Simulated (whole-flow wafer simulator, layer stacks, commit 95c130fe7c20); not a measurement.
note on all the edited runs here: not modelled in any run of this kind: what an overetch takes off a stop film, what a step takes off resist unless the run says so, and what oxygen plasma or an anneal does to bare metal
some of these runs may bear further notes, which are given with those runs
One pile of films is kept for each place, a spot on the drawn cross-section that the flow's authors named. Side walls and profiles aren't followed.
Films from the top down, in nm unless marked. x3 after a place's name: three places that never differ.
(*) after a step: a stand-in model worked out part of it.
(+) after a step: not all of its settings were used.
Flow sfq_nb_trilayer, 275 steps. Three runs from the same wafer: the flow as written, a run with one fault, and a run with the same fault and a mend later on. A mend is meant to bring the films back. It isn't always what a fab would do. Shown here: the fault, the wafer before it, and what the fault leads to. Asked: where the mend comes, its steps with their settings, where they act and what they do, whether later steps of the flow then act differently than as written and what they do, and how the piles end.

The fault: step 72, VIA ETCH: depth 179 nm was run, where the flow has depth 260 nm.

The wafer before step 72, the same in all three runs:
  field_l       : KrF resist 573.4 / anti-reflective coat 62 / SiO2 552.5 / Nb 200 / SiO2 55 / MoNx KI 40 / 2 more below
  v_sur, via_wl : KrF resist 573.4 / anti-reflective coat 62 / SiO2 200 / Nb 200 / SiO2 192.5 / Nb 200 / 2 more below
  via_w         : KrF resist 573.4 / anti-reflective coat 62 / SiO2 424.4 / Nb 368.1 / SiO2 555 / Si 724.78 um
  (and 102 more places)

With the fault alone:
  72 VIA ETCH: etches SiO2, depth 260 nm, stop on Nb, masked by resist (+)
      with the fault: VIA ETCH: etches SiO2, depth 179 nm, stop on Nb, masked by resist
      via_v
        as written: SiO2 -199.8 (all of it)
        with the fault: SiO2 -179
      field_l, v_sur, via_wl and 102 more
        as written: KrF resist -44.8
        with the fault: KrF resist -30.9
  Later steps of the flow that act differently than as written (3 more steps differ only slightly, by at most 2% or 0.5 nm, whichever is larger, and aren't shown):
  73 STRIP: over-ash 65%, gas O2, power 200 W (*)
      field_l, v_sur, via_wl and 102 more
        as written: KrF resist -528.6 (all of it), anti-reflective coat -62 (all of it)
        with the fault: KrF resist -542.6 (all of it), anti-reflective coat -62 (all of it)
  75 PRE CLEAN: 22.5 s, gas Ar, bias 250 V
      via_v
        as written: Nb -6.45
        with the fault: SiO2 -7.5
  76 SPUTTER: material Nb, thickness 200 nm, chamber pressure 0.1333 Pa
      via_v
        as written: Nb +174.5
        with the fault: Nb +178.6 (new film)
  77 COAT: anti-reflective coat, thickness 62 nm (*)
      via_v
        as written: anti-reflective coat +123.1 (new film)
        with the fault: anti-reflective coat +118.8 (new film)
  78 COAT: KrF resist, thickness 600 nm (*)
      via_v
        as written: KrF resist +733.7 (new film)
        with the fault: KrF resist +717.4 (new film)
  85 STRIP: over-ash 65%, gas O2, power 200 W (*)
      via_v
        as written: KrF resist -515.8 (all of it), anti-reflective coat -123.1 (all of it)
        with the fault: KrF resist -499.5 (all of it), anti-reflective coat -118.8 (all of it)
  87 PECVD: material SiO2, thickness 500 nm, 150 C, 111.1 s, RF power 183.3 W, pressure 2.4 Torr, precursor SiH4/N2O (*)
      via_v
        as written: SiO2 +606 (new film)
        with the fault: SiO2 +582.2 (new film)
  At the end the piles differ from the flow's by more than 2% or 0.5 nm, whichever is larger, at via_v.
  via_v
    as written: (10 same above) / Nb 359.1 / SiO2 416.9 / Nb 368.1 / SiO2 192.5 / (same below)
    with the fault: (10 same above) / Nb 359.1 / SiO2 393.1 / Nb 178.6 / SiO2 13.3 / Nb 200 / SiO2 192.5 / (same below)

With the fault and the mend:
  The mend comes after step 73.
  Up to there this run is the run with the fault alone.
  73a COAT: anti-reflective coat, thickness 62 nm (*) (the flow's step 65 once more)
      p4_fl x3, p4_w1 x9, p4_g1 x2 and 63 more
        anti-reflective coat +62 (new film)
      res, r_end, moat and 8 more
        anti-reflective coat +61.8 (new film)
      ce_l, c5j, ce_r
        anti-reflective coat +61.6 (new film)
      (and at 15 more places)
  73b COAT: KrF resist, thickness 650 nm (*) (the flow's step 66 once more)
      p4_fl x3, p4_w1 x9, p4_g1 x2 and 63 more
        KrF resist +650 (new film)
      field_r, lsp_l, ln_m5, lsp_m, ln_m6, lsp_r, l0_sur, l0v
        KrF resist +649.6 (new film)
      res, r_end, moat
        KrF resist +649.5 (new film)
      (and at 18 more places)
  73c SOFTBAKE: KrF resist (the flow's step 67 once more)
      changes no film at any place that is followed
  73d EXPOSE: photomask I1, dose 11.91 mJ/cm2, NA 0.6, wavelength 248 nm (*) (the flow's step 68 once more)
      changes no film at any place that is followed
  73e PEB: KrF resist, 90 s (the flow's step 69 once more)
      c5j, ce_r, sp_r and 90 more
        KrF resist -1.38
      field_l, v_sur, via_wl and 7 more
        KrF resist -1.37
      via_wr, be
        KrF resist -1.36
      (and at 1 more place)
  73f DEVELOP: KrF resist, thickness 650 nm, 60 s (the flow's step 70 once more)
      field_l, v_sur, via_wl and 102 more
        KrF resist -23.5
      via_v
        KrF resist -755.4 (all of it)
  73g VIA ETCH: etches anti-reflective coat, depth 125 nm, masked by resist (+) (the flow's step 71 once more)
      field_l, v_sur, via_wl and 102 more
        KrF resist -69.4
      via_v
        anti-reflective coat -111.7 (all of it)
  73h VIA ETCH: etches SiO2, depth 81 nm, stop on Nb, masked by resist (+) (the flow's step 72 once more, with other settings)
      field_l, v_sur, via_wl and 102 more
        KrF resist -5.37
      via_v
        SiO2 -20.8 (all of it)
  73i STRIP: over-ash 65%, gas O2, power 200 W (*) (the flow's step 73 once more)
      p4_fl x3, p4_w1 x9, p4_g1 x2 and 63 more
        KrF resist -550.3 (all of it), anti-reflective coat -62 (all of it)
      field_r, lsp_l, ln_m5, lsp_m, ln_m6, lsp_r, l0_sur, l0v
        KrF resist -549.9 (all of it), anti-reflective coat -61.8 (all of it)
      r_end, moat
        KrF resist -549.8 (all of it), anti-reflective coat -61.8 (all of it)
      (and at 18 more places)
  No later step of the flow acts differently than as written, at any place that is followed, by more than 2% or 0.5 nm, whichever is larger.
  At the end the piles differ from the flow's only slightly at the places that both follow, by at most 2% or 0.5 nm, whichever is larger.
